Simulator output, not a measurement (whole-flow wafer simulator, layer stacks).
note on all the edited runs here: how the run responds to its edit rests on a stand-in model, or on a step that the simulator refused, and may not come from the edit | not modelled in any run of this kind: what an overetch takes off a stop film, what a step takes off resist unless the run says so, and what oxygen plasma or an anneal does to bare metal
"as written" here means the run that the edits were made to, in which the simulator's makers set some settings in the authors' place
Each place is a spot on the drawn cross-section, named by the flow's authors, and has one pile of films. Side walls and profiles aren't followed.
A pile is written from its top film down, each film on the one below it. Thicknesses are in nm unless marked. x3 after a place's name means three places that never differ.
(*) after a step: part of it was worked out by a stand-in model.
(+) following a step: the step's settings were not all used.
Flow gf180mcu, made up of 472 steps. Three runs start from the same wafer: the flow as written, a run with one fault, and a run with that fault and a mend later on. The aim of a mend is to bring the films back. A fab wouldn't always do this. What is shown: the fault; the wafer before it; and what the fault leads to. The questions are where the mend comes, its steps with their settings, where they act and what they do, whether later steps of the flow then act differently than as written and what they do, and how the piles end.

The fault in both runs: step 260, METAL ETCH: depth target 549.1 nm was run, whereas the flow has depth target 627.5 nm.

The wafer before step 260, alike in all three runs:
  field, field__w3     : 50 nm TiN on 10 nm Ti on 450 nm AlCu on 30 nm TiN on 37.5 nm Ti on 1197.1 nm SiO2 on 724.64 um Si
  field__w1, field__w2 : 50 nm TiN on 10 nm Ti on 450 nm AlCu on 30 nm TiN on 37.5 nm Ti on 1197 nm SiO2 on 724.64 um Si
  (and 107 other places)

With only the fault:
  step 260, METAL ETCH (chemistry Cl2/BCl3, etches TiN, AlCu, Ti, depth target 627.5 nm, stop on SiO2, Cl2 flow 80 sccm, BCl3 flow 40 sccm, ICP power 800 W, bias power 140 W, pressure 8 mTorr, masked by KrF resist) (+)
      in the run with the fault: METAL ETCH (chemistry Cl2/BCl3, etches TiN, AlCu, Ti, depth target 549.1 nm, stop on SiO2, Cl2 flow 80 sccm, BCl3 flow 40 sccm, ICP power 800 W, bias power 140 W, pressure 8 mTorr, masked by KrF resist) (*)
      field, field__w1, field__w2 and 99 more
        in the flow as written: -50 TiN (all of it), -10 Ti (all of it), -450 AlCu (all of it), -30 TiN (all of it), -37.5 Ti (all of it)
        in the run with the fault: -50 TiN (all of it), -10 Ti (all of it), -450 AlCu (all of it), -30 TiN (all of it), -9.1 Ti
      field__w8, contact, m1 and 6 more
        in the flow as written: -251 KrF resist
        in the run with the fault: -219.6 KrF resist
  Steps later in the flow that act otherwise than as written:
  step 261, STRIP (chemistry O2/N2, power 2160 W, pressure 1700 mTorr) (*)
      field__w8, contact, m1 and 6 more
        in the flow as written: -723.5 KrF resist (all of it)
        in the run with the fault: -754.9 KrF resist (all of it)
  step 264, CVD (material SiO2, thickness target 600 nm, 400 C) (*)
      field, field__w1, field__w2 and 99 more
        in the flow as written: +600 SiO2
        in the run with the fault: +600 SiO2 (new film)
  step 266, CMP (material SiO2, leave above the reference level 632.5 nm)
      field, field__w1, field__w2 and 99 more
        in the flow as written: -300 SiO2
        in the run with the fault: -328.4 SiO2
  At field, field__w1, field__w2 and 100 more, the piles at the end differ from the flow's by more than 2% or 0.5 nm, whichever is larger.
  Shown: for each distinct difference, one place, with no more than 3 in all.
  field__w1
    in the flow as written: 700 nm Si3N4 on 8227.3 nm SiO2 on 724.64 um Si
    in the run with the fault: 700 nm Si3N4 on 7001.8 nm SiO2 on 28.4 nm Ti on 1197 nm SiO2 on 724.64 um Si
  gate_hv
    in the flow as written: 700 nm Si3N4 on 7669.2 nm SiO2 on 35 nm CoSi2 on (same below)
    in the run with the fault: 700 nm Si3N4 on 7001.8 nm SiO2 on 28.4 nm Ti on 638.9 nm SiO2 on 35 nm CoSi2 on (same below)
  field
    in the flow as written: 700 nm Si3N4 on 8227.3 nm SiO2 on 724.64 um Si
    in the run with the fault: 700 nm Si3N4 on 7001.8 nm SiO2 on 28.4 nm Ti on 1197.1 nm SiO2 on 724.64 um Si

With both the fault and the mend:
  The mend stands after step 262.
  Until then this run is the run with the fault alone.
  step 262a, DEHYDRATE (200 C, 60 s) (a further turn of the flow's step 253)
      does not change any film at any place that is followed
  step 262b, HMDS (120 C, 60 s) (a further turn of the flow's step 254)
      does not change any film at any place that is followed
  step 262c, COAT (KrF resist, thickness 1000 nm) (*) (a further turn of the flow's step 255)
      iso_ptap_pw, iso_ntap_nw, iso_nw_fld and 33 more
        +1000 KrF resist (new film)
      field__w11, field__w13, p_well and 9 more
        +1003.5 KrF resist (new film)
      field_sub__w3, field_sub__w4, ld_sd_p and 6 more
        +1003.1 KrF resist (new film)
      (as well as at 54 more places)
  step 262d, SOFTBAKE (KrF resist) (a further turn of the flow's step 256)
      does not change any film at any place that is followed
  step 262e, EXPOSE (photomask Metal1) (a further turn of the flow's step 257)
      does not change any film at any place that is followed
  step 262f, PEB (KrF resist, 135 C, 90 s) (a further turn of the flow's step 258)
      field__w1, field__w2, field__w3 and 55 more
        -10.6 KrF resist
      iso_ptap_pw, iso_ntap_nw, iso_nw_fld and 33 more
        -10.5 KrF resist
      gate_hv, sd_p, nw_enc_fld_lv__w3
        -10.7 KrF resist
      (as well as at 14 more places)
  step 262g, DEVELOP (thickness 1000 nm, 60 s) (a further turn of the flow's step 259)
      iso_ptap_pw, iso_ntap_nw, iso_nw_fld and 33 more
        -989.5 KrF resist (all of it)
      field__w2, field__w3, field__w7 and 13 more
        -993 KrF resist (all of it)
      field__w8, contact, m1 and 6 more
        -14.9 KrF resist
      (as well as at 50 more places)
  step 262h, METAL ETCH (chemistry Cl2/BCl3, etches TiN, AlCu, Ti, depth target 78.4 nm, stop on SiO2, Cl2 flow 80 sccm, BCl3 flow 40 sccm, ICP power 800 W, bias power 140 W, pressure 8 mTorr, masked by KrF resist) (+) (a further turn of the flow's step 260, with different settings)
      field, field__w1, field__w2 and 99 more
        -28.4 Ti (all of it)
      field__w8, contact, m1 and 6 more
        -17 KrF resist
  step 262i, STRIP (chemistry O2/N2, power 2160 W, pressure 1700 mTorr) (*) (a further turn of the flow's step 261)
      field__w8
        -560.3 KrF resist (all of it)
      contact
        -558.2 KrF resist (all of it)
      m1
        -561.7 KrF resist (all of it)
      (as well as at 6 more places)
  step 262j, STRIP (chemistry post etch residue remover, 72.5 C, 1200 s) (*) (a further turn of the flow's step 262)
      field__w8, contact, m1 and 6 more
        -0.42 TiN
  Every later step of the flow that is run acts as written, at every place that is followed, to within 2% or 0.5 nm, whichever is larger.
  The piles end only slightly different from the flow's at the places that both follow, by no more than 2% or 0.5 nm, whichever is larger.
